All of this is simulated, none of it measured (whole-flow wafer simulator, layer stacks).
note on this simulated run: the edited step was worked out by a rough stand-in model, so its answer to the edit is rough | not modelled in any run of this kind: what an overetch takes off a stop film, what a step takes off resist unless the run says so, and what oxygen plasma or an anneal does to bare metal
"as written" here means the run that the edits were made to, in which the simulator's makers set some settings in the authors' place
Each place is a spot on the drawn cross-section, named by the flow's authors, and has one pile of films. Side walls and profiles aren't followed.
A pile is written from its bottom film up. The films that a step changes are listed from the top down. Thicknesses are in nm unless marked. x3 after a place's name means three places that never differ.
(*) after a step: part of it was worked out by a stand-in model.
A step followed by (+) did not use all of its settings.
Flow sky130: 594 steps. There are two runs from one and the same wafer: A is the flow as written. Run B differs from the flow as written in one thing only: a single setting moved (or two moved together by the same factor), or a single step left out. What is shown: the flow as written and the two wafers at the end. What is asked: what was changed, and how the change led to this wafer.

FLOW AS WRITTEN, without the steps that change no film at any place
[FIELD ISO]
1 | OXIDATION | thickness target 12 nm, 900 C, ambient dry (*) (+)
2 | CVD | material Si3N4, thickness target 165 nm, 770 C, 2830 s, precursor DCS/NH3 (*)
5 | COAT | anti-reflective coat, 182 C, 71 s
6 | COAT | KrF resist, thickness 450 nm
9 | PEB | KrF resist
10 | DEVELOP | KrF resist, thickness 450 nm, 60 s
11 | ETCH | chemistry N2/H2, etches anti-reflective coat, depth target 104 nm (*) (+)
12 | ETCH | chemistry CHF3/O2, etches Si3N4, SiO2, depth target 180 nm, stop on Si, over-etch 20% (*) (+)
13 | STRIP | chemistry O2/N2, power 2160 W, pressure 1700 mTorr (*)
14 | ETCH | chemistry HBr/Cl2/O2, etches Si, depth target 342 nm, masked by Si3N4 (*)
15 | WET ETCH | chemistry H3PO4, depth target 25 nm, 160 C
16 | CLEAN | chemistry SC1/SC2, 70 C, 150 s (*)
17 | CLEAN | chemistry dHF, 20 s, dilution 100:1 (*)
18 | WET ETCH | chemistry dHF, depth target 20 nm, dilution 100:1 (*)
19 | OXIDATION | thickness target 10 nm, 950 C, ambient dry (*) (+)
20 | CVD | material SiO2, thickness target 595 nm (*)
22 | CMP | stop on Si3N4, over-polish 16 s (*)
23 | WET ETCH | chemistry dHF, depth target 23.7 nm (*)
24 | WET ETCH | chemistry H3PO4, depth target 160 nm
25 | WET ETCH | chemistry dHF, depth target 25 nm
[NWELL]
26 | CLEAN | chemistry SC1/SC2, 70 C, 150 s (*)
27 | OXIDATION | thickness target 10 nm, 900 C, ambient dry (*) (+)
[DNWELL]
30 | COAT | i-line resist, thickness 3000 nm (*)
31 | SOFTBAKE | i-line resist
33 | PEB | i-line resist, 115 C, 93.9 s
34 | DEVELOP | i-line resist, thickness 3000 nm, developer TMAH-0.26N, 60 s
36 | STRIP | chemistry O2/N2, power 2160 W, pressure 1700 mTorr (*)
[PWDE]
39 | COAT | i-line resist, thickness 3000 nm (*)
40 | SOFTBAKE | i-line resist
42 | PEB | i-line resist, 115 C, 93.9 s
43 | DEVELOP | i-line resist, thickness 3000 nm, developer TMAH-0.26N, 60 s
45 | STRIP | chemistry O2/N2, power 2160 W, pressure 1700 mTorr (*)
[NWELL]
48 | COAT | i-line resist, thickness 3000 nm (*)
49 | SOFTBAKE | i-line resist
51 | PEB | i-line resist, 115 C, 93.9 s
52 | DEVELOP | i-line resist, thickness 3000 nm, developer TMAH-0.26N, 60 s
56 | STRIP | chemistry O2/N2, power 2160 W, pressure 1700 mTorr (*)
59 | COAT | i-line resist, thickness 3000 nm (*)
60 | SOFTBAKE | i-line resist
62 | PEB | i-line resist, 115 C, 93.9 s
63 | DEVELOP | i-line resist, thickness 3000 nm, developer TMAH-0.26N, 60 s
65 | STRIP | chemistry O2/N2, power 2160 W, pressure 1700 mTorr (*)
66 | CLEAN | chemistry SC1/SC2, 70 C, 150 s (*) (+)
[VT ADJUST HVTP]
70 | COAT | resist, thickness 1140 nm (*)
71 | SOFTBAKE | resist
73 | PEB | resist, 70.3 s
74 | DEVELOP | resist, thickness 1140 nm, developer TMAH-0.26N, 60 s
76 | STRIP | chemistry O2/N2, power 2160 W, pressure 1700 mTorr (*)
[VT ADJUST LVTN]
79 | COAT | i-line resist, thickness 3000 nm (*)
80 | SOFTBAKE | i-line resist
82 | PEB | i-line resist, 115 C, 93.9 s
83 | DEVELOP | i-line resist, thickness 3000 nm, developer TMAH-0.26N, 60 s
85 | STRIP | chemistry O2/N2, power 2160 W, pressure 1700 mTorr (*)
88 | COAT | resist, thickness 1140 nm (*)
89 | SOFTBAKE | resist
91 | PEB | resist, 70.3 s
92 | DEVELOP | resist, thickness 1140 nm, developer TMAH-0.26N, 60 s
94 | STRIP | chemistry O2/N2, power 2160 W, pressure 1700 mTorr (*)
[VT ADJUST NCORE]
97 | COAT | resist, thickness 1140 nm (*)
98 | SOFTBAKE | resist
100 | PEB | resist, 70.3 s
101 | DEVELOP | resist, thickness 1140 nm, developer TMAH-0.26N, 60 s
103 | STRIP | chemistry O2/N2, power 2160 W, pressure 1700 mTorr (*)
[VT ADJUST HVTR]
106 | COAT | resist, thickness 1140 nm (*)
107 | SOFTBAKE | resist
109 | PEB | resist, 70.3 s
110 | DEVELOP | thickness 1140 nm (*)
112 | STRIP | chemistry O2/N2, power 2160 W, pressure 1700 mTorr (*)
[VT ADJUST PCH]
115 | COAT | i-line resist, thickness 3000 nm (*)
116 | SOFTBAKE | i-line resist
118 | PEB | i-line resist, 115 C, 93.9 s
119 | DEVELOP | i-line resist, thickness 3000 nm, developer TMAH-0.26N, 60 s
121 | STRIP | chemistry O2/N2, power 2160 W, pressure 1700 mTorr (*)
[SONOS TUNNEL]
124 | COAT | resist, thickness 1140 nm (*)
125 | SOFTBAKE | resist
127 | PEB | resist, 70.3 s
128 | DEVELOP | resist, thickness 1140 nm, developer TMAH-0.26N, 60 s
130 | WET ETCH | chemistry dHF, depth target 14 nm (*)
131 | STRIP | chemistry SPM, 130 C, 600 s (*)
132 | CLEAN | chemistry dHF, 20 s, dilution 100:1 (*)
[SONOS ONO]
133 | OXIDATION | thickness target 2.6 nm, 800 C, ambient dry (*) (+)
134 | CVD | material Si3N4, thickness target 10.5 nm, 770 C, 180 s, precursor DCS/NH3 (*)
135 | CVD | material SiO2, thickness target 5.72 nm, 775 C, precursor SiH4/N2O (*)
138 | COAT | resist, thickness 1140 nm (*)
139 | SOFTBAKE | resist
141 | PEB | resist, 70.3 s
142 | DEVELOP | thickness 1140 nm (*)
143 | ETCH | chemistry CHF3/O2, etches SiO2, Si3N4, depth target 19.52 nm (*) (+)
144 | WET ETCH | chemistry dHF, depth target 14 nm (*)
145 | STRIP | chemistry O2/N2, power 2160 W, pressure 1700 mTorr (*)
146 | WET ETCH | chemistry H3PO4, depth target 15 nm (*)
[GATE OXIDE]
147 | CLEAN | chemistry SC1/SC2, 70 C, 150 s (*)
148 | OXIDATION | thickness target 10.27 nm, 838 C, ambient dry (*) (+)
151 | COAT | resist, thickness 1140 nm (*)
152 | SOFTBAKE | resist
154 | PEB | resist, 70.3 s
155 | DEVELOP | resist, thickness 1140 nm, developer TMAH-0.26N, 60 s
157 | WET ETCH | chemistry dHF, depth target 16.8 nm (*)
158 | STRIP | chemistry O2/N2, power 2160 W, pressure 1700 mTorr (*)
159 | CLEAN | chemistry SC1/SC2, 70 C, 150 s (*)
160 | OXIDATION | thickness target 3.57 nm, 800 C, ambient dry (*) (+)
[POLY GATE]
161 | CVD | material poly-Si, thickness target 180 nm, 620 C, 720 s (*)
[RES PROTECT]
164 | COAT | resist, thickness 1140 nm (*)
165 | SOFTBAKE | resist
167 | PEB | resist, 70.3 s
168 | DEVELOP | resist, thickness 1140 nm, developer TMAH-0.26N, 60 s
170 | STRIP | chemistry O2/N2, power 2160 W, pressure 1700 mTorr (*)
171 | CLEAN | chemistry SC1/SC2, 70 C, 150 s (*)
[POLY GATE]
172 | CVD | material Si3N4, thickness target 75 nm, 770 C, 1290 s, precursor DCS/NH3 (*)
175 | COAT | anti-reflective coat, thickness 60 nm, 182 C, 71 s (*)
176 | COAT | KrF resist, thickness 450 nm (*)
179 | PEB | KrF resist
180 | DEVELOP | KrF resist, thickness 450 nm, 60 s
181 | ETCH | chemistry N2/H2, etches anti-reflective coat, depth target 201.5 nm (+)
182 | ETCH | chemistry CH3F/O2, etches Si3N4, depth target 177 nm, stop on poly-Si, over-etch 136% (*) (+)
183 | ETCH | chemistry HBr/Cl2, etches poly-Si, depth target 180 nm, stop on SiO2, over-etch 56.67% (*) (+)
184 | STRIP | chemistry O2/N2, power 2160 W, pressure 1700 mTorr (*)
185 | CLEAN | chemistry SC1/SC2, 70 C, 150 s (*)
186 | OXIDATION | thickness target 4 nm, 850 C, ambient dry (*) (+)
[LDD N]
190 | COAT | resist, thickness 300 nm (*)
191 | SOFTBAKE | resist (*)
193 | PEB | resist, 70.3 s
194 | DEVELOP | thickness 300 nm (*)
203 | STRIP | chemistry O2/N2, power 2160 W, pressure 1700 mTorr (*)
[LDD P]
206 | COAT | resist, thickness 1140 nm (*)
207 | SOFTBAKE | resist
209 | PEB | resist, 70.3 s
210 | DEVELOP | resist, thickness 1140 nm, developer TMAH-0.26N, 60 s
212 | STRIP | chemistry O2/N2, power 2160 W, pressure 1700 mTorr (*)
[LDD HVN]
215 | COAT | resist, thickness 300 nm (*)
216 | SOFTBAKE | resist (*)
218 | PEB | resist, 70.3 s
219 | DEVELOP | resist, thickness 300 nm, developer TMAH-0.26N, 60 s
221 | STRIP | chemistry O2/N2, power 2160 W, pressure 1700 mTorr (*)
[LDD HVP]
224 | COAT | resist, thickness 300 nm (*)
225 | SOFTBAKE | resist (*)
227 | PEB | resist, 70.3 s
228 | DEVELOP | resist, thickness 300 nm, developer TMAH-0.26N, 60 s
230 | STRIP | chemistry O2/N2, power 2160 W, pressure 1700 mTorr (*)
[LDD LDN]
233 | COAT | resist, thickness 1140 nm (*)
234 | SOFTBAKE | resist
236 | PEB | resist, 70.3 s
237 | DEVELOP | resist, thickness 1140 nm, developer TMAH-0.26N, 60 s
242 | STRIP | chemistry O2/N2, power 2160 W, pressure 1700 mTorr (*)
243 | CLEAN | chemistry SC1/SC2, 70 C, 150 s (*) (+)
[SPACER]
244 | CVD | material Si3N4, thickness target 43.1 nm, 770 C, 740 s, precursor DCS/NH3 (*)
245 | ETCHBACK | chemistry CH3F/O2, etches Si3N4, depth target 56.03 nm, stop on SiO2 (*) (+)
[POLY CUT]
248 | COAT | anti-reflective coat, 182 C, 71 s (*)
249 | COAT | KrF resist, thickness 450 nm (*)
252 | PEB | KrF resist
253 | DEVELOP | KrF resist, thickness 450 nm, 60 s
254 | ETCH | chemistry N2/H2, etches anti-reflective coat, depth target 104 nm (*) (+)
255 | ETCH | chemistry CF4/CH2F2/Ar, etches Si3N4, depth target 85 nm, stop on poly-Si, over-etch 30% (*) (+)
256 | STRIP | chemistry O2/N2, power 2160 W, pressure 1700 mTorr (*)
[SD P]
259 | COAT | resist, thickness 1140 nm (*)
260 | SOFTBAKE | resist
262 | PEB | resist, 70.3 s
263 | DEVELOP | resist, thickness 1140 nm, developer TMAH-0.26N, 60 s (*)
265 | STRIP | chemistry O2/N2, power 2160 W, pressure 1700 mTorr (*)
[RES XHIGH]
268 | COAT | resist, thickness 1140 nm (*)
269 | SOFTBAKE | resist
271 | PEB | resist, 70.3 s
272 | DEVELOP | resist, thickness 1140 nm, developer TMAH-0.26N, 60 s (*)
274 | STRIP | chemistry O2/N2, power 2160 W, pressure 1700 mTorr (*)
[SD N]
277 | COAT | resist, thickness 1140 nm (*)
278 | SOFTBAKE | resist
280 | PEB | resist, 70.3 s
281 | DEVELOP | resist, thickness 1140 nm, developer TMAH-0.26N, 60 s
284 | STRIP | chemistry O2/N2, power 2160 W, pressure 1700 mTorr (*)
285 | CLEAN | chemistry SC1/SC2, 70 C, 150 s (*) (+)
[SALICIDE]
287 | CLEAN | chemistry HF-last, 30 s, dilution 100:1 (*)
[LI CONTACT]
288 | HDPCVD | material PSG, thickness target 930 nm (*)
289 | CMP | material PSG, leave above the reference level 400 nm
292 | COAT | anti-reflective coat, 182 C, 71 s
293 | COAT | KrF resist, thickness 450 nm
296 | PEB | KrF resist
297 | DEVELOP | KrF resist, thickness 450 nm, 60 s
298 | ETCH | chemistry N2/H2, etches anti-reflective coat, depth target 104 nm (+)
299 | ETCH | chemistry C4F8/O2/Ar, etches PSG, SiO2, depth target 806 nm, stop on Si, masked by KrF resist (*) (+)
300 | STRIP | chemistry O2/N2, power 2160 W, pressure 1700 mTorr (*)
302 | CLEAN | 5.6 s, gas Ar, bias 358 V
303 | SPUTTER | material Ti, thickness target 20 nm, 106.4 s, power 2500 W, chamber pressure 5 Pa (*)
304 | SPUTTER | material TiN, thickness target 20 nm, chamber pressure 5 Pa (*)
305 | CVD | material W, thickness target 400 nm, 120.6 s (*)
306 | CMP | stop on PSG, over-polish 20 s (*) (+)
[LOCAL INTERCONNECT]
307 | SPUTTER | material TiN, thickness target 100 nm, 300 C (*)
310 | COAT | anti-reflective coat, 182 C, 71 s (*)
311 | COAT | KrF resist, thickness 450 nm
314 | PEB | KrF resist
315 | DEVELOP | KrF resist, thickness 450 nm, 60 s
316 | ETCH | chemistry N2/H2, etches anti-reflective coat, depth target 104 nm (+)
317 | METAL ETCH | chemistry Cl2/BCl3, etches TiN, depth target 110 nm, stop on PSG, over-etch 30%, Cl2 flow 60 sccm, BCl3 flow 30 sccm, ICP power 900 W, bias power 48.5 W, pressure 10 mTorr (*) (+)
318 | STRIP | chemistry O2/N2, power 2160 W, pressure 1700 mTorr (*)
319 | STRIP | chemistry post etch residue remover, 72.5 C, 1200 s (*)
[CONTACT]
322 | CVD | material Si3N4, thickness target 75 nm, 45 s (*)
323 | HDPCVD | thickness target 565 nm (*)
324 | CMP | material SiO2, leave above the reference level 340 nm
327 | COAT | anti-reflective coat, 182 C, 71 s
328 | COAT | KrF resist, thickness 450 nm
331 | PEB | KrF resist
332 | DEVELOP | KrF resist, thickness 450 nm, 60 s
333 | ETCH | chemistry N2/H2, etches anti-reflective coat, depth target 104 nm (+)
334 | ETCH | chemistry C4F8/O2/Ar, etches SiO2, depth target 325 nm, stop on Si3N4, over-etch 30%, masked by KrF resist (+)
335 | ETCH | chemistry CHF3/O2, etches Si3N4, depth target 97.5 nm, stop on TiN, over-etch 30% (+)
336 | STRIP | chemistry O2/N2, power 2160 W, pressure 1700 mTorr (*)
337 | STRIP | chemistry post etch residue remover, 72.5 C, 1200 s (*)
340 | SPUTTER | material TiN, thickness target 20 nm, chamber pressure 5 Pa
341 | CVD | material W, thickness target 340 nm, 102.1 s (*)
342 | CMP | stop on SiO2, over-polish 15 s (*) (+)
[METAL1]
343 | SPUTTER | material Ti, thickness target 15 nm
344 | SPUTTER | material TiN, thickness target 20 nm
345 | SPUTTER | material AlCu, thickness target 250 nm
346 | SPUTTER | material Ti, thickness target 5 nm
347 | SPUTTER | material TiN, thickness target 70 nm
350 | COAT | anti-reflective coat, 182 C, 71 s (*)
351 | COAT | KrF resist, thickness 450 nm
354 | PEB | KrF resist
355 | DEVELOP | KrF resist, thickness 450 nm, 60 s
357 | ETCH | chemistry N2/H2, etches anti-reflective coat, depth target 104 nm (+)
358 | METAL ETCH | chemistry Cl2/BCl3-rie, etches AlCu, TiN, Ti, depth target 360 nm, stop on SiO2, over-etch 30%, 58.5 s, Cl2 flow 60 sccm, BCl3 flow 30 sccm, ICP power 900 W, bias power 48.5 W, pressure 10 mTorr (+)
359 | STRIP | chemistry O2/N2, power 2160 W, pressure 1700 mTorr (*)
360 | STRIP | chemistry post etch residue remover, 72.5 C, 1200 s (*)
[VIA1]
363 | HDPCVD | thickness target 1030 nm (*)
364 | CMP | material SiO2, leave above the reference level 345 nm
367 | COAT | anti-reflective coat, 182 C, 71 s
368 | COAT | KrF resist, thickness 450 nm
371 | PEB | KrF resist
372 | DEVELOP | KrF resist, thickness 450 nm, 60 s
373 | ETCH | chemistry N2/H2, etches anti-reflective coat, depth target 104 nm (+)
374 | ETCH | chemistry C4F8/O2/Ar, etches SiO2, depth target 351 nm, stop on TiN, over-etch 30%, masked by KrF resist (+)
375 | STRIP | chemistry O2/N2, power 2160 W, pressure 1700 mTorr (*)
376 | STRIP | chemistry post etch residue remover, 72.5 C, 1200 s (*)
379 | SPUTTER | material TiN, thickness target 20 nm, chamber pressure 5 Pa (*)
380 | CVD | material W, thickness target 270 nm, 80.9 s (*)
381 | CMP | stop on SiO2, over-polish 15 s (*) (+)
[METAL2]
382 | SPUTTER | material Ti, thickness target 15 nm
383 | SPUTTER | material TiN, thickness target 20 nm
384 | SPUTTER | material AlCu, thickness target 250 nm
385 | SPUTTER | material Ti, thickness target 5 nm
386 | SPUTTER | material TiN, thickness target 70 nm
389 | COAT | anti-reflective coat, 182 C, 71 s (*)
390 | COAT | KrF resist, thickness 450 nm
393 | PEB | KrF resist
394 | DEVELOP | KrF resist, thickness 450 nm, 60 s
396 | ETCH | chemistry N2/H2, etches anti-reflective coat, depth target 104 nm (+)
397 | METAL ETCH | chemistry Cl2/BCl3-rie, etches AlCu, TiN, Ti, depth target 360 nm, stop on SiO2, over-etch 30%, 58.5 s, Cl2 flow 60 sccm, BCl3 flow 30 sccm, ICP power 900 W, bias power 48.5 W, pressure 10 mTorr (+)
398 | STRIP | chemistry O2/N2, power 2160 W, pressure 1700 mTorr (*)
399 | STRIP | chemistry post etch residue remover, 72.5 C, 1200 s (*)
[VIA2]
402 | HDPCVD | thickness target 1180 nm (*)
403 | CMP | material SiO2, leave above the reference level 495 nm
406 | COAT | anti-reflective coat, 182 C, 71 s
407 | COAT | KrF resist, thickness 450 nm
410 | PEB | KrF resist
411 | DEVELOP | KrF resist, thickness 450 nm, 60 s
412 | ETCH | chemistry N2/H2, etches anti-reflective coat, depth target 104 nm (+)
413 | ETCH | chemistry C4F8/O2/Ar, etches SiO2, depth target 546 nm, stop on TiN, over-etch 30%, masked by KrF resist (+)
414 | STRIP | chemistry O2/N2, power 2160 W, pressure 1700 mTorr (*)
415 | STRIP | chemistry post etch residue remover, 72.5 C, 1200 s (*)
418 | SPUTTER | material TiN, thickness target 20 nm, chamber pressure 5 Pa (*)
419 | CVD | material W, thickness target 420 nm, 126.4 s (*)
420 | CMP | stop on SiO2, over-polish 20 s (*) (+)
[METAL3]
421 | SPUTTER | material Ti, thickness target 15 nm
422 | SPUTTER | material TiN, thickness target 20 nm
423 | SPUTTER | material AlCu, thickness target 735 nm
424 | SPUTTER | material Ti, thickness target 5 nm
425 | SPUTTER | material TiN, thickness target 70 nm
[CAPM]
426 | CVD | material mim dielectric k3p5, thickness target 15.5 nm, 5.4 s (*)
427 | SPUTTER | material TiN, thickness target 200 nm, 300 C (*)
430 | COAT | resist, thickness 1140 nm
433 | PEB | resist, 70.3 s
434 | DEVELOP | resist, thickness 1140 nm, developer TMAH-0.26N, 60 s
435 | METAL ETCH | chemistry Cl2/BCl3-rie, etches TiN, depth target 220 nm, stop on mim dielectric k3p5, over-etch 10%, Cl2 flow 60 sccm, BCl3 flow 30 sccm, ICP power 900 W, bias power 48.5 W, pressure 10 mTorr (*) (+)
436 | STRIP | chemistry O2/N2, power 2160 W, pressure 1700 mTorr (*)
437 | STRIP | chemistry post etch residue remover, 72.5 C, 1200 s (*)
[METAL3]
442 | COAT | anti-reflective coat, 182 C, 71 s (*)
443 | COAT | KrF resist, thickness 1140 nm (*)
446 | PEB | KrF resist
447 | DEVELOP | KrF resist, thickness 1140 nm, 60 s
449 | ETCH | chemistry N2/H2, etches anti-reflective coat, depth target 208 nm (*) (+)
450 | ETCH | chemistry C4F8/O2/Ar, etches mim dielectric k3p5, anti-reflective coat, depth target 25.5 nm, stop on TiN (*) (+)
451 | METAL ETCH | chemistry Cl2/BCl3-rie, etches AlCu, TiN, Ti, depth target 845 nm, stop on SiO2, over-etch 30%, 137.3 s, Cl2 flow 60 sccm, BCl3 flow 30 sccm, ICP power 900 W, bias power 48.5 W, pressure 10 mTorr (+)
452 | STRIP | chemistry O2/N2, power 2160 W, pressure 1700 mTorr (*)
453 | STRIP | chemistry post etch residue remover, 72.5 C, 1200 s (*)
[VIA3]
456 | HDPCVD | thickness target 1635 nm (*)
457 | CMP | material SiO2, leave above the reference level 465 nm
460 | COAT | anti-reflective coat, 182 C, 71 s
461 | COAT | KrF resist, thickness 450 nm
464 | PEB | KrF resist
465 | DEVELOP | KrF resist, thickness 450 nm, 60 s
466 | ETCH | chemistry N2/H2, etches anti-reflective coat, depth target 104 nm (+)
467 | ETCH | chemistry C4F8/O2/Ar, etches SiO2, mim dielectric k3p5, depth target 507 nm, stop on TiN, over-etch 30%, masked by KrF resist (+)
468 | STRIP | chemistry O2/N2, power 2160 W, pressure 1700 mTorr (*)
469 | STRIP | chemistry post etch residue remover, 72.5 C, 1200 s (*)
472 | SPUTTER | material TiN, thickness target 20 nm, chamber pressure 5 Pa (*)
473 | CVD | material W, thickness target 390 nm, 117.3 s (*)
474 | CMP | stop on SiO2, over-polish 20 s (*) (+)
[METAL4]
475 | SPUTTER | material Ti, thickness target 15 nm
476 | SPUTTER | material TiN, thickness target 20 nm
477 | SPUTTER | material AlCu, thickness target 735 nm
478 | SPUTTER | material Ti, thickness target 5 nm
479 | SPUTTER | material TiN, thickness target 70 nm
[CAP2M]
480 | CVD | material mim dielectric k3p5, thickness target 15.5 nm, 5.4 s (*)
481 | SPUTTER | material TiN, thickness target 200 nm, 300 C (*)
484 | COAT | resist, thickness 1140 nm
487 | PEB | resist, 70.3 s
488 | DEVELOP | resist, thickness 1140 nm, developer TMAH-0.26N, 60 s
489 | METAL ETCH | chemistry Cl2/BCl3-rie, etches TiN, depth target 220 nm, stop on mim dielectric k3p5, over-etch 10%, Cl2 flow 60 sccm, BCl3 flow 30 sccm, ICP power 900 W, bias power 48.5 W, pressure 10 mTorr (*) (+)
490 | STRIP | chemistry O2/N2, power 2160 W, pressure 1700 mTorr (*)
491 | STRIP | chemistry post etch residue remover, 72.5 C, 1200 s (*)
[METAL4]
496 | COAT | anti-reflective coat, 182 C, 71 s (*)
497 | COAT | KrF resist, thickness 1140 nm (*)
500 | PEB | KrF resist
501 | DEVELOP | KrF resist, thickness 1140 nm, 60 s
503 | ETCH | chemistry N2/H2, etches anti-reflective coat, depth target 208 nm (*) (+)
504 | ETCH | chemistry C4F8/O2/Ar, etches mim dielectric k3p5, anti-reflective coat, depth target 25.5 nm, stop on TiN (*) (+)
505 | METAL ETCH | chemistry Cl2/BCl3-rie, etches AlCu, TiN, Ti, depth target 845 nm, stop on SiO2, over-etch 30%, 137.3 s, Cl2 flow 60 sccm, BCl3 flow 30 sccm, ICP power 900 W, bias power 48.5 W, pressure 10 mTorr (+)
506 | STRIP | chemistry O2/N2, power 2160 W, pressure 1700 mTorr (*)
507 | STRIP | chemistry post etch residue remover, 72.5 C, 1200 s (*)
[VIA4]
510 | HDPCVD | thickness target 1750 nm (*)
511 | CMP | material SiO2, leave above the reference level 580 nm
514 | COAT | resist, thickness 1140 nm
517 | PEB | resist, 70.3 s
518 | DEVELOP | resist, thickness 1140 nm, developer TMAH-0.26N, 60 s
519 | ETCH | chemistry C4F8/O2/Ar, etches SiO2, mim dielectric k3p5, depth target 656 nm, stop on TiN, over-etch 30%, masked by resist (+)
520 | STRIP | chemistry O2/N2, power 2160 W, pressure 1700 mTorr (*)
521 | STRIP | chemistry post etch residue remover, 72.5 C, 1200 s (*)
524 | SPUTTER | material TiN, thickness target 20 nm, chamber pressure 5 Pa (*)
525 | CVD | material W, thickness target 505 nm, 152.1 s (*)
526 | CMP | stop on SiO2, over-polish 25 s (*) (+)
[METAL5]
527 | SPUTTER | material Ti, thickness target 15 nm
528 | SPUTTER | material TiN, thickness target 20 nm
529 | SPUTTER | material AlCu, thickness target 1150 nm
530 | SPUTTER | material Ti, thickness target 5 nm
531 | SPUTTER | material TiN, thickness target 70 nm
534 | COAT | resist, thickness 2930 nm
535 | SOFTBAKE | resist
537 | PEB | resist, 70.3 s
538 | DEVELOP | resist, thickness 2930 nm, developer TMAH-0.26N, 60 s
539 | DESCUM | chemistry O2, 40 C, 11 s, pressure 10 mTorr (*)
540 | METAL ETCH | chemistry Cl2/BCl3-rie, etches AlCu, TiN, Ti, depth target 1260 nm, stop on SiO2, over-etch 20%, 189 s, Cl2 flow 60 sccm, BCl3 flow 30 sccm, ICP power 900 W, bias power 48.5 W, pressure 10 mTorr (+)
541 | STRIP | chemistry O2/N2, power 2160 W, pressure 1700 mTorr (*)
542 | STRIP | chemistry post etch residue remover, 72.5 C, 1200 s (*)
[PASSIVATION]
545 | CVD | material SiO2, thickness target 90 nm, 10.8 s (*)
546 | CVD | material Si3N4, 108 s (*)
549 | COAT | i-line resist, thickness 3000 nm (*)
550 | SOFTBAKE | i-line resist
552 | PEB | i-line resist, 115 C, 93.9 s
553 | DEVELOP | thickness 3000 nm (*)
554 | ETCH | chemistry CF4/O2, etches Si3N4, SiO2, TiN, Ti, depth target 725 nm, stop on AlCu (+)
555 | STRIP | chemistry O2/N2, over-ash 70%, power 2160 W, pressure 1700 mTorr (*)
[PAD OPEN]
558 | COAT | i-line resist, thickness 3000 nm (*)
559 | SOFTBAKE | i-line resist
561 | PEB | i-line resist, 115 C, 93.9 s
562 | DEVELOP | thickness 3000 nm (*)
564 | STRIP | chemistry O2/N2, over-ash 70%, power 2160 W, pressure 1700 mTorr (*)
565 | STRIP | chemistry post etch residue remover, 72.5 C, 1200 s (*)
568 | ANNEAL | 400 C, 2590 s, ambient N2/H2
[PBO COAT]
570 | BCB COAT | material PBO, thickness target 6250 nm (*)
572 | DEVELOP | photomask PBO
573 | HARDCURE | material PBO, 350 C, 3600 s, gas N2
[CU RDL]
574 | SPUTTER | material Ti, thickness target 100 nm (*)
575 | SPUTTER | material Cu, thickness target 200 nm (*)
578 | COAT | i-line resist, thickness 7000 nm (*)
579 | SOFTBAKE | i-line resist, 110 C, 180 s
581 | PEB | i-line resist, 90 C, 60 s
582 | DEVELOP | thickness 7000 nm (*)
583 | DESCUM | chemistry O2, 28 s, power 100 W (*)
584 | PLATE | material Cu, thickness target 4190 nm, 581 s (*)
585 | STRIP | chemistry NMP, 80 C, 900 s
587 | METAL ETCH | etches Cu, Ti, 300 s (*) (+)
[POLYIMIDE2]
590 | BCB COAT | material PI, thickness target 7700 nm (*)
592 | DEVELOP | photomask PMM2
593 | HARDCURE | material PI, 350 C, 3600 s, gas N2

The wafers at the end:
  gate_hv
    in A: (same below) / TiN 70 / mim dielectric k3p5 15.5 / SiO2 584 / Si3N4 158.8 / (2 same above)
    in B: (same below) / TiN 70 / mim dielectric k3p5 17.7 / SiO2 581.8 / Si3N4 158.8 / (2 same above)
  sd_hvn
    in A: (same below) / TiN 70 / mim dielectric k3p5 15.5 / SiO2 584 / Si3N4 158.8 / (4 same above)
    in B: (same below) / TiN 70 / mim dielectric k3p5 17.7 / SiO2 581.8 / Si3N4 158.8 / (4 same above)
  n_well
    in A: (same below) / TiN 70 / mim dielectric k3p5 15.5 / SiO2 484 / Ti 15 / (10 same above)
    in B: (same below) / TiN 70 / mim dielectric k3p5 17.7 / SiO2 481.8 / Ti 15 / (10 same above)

What caused this: step 480, CVD: thickness target 17.7 nm was run, while the flow as written has thickness target 15.5 nm; step 480, CVD: 6.16 s was run, where the flow has 5.4 s.
One can read it off the wafer: gate_hv has mim dielectric k3p5 17.7, and step 480 as written asks for 15.5 nm.

Step by step, how the change led to this:
  480 | CVD | material mim dielectric k3p5, thickness target 15.5 nm, 5.4 s (*)
      field, active, n_well and 189 more: A mim dielectric k3p5 gains 15.5 (new film) | B mim dielectric k3p5 gains 17.7 (new film)
  504 | ETCH | chemistry C4F8/O2/Ar, etches mim dielectric k3p5, anti-reflective coat, depth target 25.5 nm, stop on TiN (*) (+)
      n_well, p_well, gate_hv and 102 more: A KrF resist loses 15.5 | B KrF resist loses 17
      field, active, gate and 85 more: A mim dielectric k3p5 loses 15.5 (all of it) | B mim dielectric k3p5 loses 17.7 (all of it)
  519 | ETCH | chemistry C4F8/O2/Ar, etches SiO2, mim dielectric k3p5, depth target 656 nm, stop on TiN, over-etch 30%, masked by resist (+)
      m1: A SiO2 loses 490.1 (all of it), mim dielectric k3p5 loses 15.5 (all of it) | B SiO2 loses 487.9 (all of it), mim dielectric k3p5 loses 17.7 (all of it)
      via4_hole: A SiO2 loses 489.5 (all of it), mim dielectric k3p5 loses 15.5 (all of it) | B SiO2 loses 487.3 (all of it), mim dielectric k3p5 loses 17.7 (all of it)
